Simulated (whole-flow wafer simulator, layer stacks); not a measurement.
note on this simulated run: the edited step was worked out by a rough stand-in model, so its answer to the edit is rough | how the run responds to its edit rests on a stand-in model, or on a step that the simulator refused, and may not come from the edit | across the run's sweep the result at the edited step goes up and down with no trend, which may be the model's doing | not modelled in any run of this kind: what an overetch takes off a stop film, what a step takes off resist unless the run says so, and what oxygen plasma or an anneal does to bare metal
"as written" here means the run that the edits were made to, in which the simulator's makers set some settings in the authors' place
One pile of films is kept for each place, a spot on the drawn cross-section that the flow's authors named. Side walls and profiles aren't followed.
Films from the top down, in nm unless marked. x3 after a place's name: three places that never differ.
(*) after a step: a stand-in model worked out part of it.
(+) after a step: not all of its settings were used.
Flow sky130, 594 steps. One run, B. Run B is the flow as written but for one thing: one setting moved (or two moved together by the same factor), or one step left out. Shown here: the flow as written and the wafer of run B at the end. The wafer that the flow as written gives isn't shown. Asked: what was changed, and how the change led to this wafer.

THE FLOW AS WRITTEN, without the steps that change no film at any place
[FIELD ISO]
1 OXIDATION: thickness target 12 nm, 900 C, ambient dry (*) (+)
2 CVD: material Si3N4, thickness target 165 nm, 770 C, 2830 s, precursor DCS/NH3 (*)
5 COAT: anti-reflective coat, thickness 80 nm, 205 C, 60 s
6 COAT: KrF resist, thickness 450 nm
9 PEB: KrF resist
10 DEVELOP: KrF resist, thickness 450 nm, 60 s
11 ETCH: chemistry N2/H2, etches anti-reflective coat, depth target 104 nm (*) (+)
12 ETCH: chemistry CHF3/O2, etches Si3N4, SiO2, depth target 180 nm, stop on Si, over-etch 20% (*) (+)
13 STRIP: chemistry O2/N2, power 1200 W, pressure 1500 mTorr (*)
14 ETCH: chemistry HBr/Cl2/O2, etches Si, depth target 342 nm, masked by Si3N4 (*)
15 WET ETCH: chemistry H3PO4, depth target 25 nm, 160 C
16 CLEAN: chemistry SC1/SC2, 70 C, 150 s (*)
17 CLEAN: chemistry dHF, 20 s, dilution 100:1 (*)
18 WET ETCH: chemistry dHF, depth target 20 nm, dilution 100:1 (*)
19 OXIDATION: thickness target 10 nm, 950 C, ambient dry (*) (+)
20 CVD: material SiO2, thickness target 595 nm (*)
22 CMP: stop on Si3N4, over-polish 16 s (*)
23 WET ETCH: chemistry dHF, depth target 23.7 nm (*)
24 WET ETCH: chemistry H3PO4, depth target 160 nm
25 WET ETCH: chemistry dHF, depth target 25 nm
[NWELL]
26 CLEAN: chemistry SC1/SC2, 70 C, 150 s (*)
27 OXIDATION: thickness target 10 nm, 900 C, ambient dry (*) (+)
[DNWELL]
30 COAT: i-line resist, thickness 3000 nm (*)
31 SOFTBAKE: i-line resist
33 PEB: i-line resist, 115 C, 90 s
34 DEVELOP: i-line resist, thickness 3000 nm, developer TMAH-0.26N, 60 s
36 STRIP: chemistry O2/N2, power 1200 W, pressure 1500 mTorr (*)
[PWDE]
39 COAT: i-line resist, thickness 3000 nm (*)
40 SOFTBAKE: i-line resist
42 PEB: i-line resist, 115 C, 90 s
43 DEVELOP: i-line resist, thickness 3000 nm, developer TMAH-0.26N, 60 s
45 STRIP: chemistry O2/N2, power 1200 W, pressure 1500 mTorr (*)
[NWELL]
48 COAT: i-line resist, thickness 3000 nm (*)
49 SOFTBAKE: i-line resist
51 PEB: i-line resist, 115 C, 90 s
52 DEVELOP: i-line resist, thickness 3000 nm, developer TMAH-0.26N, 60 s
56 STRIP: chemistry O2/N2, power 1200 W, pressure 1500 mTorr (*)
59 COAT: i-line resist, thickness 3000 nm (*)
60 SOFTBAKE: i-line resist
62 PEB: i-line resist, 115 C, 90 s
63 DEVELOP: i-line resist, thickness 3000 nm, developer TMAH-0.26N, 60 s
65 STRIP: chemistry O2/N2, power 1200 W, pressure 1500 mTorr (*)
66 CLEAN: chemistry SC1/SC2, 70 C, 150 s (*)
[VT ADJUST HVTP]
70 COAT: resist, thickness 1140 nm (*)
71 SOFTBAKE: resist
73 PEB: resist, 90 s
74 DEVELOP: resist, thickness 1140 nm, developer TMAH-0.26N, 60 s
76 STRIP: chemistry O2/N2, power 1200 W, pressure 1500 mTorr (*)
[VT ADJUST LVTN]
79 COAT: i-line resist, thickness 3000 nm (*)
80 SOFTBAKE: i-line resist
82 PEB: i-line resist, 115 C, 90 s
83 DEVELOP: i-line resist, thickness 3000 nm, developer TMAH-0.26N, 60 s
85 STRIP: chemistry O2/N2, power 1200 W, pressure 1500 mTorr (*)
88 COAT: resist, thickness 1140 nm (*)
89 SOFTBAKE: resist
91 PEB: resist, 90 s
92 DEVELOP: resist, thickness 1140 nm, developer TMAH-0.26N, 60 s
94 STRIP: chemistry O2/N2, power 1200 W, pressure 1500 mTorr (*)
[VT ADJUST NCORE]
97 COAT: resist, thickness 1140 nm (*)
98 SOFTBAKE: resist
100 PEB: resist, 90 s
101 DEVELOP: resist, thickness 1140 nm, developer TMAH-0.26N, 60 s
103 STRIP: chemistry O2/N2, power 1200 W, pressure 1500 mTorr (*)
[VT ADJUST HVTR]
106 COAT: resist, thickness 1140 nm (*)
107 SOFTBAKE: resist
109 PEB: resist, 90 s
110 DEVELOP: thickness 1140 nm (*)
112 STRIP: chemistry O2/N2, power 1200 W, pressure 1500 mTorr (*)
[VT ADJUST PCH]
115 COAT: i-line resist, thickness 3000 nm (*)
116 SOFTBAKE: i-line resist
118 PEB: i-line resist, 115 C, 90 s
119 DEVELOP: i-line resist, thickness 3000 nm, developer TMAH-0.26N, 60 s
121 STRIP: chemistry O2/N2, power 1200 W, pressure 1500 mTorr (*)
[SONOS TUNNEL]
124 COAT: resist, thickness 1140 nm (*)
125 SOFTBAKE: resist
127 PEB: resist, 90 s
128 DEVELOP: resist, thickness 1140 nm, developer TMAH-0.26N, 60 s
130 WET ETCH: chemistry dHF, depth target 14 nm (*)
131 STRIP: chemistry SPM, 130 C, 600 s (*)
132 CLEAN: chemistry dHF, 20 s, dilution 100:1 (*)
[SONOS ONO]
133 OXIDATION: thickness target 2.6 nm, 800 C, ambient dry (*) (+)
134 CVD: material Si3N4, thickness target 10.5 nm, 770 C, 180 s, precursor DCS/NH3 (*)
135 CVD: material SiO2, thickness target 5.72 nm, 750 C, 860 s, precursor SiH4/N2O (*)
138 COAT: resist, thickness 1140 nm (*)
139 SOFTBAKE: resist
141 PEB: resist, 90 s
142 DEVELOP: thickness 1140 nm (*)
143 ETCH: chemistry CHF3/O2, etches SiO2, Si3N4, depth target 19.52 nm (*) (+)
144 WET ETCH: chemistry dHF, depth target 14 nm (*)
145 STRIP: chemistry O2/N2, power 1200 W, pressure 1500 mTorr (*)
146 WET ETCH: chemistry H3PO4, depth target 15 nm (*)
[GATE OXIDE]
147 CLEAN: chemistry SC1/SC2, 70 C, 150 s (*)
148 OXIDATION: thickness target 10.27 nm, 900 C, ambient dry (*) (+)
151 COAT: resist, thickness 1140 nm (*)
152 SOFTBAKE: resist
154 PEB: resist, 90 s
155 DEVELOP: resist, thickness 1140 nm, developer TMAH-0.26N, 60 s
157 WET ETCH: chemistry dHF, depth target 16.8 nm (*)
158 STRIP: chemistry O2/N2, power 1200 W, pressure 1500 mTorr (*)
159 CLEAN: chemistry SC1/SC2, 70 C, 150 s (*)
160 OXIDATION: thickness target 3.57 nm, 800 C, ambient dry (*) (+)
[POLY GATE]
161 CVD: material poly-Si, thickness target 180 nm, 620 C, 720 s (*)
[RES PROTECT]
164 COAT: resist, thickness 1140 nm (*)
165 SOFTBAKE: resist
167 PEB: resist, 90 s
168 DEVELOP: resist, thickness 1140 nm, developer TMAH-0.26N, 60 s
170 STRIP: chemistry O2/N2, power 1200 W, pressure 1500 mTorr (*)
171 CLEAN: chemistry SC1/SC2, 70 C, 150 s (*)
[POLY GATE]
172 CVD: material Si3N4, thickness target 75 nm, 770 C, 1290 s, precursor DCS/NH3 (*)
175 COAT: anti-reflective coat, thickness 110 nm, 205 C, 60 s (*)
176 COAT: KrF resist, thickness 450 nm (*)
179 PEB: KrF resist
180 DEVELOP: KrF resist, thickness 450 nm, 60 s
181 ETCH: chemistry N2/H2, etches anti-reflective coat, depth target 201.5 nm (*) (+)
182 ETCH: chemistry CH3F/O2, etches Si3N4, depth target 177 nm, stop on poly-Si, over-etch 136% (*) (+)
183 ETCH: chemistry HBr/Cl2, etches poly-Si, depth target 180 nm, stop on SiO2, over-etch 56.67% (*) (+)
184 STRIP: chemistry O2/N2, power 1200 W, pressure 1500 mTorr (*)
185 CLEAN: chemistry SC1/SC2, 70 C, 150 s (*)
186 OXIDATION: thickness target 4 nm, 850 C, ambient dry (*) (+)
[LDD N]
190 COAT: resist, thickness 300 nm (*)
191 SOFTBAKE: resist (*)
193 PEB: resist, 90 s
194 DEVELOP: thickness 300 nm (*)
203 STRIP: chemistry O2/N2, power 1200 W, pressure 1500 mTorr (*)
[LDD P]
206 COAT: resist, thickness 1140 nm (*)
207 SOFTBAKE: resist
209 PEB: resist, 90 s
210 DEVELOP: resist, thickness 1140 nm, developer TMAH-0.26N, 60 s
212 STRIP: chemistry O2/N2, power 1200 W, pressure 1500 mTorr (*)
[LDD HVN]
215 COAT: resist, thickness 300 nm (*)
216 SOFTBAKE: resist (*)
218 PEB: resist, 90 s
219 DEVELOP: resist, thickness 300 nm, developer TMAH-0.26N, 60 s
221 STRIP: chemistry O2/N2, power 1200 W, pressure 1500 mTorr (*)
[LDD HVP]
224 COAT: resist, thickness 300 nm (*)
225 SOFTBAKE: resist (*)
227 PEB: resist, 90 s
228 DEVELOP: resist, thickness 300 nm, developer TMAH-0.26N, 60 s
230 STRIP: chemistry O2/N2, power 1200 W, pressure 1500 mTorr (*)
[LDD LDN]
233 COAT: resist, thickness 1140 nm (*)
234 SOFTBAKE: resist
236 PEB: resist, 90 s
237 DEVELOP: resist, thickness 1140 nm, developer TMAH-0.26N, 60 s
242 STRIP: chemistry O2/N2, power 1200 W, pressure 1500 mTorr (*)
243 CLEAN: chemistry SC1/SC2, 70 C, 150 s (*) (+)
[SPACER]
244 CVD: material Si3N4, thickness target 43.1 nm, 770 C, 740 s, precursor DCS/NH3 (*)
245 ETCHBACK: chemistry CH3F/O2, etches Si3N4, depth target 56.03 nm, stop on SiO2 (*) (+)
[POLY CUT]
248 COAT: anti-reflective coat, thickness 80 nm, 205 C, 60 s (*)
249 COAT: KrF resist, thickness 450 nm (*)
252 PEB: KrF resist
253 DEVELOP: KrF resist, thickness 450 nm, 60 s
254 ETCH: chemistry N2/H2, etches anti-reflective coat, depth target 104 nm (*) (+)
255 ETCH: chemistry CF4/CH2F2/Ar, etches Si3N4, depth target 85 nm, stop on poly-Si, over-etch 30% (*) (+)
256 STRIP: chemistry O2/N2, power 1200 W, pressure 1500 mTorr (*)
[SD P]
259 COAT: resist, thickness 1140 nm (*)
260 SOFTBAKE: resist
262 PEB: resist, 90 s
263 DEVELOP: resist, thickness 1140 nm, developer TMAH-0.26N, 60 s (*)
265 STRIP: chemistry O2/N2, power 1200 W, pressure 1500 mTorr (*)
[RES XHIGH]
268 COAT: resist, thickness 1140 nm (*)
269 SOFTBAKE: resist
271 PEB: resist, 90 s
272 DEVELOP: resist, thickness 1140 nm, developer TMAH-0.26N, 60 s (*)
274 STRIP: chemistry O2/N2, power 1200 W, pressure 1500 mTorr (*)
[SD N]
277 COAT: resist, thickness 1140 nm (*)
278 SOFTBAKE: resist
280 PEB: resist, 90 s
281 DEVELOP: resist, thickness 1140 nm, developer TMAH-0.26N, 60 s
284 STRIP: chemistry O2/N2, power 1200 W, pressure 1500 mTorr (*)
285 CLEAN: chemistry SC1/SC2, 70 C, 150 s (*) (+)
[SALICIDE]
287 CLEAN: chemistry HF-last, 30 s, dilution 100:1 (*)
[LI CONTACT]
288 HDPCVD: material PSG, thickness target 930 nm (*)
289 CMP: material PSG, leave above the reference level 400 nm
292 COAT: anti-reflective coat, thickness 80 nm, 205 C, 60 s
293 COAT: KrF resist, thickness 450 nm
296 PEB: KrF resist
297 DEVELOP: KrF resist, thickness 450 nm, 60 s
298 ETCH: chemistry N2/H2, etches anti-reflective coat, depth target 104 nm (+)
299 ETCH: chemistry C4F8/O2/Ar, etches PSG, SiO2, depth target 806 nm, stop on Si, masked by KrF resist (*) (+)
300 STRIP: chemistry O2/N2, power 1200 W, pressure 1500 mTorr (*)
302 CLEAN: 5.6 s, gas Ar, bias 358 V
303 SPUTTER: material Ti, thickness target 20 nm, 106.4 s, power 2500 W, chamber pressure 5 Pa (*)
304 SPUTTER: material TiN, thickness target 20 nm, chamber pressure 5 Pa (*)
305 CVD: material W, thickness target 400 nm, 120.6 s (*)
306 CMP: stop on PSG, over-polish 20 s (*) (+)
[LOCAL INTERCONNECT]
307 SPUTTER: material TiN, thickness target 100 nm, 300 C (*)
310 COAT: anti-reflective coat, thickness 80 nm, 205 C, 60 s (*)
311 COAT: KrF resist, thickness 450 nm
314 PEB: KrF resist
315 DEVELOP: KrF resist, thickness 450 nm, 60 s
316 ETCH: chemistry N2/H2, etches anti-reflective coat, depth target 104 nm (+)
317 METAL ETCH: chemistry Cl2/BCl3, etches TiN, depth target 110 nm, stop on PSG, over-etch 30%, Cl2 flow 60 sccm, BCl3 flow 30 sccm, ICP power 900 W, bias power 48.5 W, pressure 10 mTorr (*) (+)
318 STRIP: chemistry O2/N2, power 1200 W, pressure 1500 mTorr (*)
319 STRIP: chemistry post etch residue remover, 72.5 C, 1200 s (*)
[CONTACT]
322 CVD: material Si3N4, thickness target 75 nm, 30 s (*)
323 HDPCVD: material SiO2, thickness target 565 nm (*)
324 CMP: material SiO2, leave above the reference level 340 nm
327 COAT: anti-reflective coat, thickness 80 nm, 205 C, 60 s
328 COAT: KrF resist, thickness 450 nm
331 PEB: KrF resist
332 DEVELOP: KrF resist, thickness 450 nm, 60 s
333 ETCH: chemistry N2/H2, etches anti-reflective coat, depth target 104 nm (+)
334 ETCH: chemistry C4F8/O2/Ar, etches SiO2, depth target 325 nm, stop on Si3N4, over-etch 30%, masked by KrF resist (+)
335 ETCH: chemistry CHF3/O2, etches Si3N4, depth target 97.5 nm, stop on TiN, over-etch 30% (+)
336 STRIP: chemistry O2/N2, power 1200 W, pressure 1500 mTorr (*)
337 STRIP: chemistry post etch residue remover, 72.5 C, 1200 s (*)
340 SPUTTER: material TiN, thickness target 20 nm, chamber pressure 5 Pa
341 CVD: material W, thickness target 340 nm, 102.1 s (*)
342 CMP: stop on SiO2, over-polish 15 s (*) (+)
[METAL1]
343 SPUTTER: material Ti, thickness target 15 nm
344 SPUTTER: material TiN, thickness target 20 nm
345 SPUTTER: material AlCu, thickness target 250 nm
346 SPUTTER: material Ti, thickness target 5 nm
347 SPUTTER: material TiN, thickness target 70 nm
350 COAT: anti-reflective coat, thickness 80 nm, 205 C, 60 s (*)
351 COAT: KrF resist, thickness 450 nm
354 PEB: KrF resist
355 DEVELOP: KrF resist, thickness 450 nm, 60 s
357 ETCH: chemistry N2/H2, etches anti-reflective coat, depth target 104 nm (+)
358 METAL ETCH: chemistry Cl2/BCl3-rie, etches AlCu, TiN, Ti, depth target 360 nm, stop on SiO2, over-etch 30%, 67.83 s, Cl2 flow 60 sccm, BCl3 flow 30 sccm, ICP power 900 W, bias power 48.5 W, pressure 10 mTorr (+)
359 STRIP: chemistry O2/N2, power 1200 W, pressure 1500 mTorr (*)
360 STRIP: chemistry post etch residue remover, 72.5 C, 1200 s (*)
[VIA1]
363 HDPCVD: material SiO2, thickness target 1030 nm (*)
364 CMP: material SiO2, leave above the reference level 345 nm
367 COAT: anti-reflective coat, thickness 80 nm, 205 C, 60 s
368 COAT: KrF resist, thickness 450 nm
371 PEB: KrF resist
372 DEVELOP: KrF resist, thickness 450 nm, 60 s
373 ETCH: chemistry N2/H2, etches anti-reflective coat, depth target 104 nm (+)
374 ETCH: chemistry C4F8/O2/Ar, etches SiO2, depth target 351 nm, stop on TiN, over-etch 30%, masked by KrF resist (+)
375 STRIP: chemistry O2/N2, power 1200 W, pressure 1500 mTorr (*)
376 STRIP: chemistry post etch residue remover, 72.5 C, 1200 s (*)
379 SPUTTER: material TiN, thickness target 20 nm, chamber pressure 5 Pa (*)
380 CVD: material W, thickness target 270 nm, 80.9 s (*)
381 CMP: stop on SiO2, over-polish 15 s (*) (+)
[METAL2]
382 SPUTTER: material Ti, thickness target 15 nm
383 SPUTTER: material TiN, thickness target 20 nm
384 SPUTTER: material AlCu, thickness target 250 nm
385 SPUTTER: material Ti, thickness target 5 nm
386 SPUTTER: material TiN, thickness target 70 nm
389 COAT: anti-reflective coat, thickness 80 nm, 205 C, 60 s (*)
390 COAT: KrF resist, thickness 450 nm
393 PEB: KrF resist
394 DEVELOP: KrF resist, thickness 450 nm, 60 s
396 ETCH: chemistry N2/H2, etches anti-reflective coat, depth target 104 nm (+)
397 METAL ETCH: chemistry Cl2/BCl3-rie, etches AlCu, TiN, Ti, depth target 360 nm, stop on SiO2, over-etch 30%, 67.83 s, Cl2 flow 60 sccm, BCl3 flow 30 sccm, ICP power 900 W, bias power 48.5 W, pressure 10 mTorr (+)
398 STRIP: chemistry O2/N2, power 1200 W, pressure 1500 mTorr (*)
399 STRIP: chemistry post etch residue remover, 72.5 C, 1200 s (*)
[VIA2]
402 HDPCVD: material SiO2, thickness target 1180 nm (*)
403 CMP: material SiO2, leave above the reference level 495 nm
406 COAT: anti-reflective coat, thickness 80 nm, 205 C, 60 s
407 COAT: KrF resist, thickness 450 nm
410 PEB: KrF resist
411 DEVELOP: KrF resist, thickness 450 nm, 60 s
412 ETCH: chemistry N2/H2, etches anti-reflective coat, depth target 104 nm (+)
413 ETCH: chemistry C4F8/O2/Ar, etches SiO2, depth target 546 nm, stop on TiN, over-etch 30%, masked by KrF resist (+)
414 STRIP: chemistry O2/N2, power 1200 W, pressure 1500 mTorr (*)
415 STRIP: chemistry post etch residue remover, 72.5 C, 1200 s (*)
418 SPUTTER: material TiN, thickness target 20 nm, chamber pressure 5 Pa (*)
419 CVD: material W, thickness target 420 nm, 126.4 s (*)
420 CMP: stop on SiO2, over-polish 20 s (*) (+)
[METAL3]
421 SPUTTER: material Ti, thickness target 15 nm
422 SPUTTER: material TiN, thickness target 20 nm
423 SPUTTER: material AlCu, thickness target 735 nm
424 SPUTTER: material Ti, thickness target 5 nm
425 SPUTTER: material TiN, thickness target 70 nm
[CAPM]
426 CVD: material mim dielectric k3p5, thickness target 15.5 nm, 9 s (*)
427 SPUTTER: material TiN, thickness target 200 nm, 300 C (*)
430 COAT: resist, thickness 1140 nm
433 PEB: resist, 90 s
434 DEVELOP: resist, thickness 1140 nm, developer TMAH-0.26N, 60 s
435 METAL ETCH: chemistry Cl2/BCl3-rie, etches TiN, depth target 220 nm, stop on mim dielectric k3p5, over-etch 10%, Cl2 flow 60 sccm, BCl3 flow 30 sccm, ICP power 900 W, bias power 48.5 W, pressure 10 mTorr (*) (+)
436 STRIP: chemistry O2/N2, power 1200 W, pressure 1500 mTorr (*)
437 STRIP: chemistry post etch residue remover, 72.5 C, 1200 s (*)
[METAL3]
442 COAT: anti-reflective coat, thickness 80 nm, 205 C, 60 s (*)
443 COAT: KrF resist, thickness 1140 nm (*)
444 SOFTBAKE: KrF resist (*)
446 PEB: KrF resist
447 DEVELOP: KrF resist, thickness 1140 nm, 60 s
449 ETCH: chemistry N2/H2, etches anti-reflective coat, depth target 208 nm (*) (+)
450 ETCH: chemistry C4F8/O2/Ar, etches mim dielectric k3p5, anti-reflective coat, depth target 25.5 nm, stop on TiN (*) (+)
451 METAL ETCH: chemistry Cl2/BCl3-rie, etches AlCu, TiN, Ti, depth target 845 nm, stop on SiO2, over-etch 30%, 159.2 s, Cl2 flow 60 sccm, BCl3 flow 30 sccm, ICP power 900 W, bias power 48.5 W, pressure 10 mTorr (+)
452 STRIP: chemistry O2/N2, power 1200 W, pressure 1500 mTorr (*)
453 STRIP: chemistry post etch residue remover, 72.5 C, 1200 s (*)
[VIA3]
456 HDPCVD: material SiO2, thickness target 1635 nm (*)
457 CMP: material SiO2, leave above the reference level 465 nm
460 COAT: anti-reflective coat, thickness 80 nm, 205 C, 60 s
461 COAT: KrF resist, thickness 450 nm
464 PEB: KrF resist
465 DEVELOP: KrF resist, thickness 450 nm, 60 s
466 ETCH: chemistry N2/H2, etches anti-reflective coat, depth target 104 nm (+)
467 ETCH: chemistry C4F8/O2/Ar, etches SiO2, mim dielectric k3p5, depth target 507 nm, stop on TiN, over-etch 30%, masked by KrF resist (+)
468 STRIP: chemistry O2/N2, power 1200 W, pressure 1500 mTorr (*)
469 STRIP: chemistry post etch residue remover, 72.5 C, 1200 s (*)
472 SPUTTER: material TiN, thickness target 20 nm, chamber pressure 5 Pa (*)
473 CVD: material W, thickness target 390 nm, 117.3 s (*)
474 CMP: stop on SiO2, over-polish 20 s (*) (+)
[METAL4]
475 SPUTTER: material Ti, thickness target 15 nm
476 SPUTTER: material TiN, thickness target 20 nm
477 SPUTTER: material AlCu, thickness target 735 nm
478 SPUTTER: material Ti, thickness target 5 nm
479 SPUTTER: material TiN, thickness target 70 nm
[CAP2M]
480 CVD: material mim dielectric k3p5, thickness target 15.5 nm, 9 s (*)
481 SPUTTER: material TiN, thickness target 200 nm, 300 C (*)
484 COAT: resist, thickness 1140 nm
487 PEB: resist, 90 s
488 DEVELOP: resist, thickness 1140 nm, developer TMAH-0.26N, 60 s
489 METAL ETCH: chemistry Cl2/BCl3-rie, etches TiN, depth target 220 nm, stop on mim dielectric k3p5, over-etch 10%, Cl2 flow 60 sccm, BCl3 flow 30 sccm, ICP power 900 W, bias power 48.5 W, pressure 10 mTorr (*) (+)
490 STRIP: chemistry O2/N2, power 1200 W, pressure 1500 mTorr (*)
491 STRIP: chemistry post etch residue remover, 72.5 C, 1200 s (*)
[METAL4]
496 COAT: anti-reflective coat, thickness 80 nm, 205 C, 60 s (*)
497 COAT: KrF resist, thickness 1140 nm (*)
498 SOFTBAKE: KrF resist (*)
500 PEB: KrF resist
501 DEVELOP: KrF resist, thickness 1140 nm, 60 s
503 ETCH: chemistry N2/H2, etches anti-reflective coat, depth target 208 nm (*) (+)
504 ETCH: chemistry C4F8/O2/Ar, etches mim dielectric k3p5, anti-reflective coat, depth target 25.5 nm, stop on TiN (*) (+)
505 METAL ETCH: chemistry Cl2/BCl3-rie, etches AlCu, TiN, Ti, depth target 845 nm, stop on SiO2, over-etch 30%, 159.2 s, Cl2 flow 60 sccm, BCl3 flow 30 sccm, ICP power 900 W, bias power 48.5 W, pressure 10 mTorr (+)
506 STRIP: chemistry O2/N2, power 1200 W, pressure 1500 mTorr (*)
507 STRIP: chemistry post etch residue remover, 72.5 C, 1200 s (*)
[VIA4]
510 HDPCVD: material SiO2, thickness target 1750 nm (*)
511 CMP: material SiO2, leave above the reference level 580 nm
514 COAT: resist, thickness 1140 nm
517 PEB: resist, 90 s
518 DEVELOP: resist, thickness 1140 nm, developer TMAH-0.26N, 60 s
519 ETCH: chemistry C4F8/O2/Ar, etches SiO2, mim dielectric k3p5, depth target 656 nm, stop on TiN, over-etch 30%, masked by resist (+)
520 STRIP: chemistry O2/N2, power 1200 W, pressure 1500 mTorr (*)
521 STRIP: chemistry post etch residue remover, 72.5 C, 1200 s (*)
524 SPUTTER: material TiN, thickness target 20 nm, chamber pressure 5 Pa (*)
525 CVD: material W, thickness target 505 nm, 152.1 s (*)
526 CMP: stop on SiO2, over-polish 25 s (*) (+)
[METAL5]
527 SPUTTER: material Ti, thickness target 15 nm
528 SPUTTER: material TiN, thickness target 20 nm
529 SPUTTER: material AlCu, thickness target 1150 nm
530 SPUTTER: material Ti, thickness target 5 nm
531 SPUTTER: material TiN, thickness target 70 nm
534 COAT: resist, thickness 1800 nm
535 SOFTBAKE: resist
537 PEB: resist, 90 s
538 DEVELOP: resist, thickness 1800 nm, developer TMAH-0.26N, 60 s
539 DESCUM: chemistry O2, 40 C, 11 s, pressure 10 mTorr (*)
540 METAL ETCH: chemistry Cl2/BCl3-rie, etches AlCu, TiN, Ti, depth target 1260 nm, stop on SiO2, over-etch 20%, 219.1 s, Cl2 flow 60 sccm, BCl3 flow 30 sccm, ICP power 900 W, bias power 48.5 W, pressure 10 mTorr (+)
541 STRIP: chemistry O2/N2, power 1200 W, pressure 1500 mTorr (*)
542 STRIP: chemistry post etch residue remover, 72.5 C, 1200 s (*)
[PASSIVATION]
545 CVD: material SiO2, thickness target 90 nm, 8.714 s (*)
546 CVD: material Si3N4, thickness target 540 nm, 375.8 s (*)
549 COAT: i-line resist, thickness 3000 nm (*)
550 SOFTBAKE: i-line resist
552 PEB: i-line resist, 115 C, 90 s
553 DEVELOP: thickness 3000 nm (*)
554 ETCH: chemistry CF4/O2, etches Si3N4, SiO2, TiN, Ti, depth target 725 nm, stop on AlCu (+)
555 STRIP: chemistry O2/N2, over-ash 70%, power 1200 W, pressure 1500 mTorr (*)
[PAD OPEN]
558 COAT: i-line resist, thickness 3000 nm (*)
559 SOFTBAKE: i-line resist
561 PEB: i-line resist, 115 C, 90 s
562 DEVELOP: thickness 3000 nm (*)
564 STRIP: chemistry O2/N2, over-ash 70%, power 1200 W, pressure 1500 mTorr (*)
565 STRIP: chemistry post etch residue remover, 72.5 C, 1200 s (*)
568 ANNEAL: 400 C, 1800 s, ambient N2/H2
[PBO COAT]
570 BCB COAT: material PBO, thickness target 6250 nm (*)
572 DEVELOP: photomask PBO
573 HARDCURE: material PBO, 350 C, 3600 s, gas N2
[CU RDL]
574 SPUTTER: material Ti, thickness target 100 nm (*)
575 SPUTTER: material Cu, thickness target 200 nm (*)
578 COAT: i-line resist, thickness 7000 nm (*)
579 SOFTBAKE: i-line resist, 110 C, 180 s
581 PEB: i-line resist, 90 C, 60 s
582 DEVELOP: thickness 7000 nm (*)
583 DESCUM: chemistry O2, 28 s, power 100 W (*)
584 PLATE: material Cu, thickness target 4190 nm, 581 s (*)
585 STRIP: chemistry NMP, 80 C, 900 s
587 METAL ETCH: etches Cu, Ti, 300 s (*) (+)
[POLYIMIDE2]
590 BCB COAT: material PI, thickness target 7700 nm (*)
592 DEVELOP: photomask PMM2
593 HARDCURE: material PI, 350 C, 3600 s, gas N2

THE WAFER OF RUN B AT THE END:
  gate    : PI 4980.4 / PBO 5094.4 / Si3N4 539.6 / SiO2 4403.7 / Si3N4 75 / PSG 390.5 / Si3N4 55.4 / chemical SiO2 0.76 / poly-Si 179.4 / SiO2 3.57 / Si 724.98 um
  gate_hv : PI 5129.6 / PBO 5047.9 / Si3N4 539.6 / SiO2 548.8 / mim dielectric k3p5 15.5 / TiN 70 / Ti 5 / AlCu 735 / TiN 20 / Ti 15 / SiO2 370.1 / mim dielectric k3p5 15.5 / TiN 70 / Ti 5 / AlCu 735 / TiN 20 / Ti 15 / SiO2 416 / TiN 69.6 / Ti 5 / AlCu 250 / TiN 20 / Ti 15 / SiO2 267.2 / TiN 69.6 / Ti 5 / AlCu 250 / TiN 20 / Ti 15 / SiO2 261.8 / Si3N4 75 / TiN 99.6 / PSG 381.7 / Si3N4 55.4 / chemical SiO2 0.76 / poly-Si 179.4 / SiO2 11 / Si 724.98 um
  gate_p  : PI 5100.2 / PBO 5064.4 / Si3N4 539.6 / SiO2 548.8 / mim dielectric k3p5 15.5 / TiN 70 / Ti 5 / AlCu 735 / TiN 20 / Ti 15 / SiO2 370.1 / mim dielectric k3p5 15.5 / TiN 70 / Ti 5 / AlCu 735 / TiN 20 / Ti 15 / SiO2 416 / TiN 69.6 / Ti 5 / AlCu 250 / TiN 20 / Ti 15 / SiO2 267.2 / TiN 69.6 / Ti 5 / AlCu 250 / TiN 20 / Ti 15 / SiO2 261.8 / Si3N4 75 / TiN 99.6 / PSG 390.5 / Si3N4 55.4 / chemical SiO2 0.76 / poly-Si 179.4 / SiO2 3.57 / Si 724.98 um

The cause: step 245, ETCHBACK: depth target 61.63 nm was run, where the flow has depth target 56.03 nm.

How the change led to this, step by step:
  245 ETCHBACK: chemistry CH3F/O2, etches Si3N4, depth target 56.03 nm, stop on SiO2 (*) (+)
      n_well, gate, gate_hv and 74 more: Si3N4 -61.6 (as written it would be: Si3N4 -56)
  248 COAT: anti-reflective coat, thickness 80 nm, 205 C, 60 s (*)
      active: anti-reflective coat +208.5 (new film) (as written it would be: anti-reflective coat +212.8 (new film))
      gate_hv: anti-reflective coat +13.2 (new film) (as written it would be: anti-reflective coat +11.8 (new film))
      (and at 33 more places)
  254 ETCH: chemistry N2/H2, etches anti-reflective coat, depth target 104 nm (*) (+)
      rxpo_ln: anti-reflective coat -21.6 (all of it), Si3N4 -0.7 (as written it would be: anti-reflective coat -22.4 (all of it), Si3N4 -0.69)
  255 ETCH: chemistry CF4/CH2F2/Ar, etches Si3N4, depth target 85 nm, stop on poly-Si, over-etch 30% (*) (+)
      field, active, n_well and 180 more: KrF resist -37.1 (as written it would be: KrF resist -40.7)
      rpo_wd, rxpo_wd: Si3N4 -56 (all of it), chemical SiO2 -0.75 (all of it) (as written it would be: Si3N4 -61.6 (all of it), chemical SiO2 -0.75 (all of it))
      (and at 5 more places)
  256 STRIP: chemistry O2/N2, power 1200 W, pressure 1500 mTorr (*)
      active: KrF resist -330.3 (all of it), anti-reflective coat -208.5 (all of it) (as written it would be: KrF resist -325.2 (all of it), anti-reflective coat -212.8 (all of it))
      n_well: KrF resist -269.1 (all of it), anti-reflective coat -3 (all of it) (as written it would be: KrF resist -262.3 (all of it), anti-reflective coat -3 (all of it))
      (and at 47 more places)
  306 CMP: stop on PSG, over-polish 20 s (*) (+)
      poly_licon: W -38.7 (as written it would be: W -33.1)
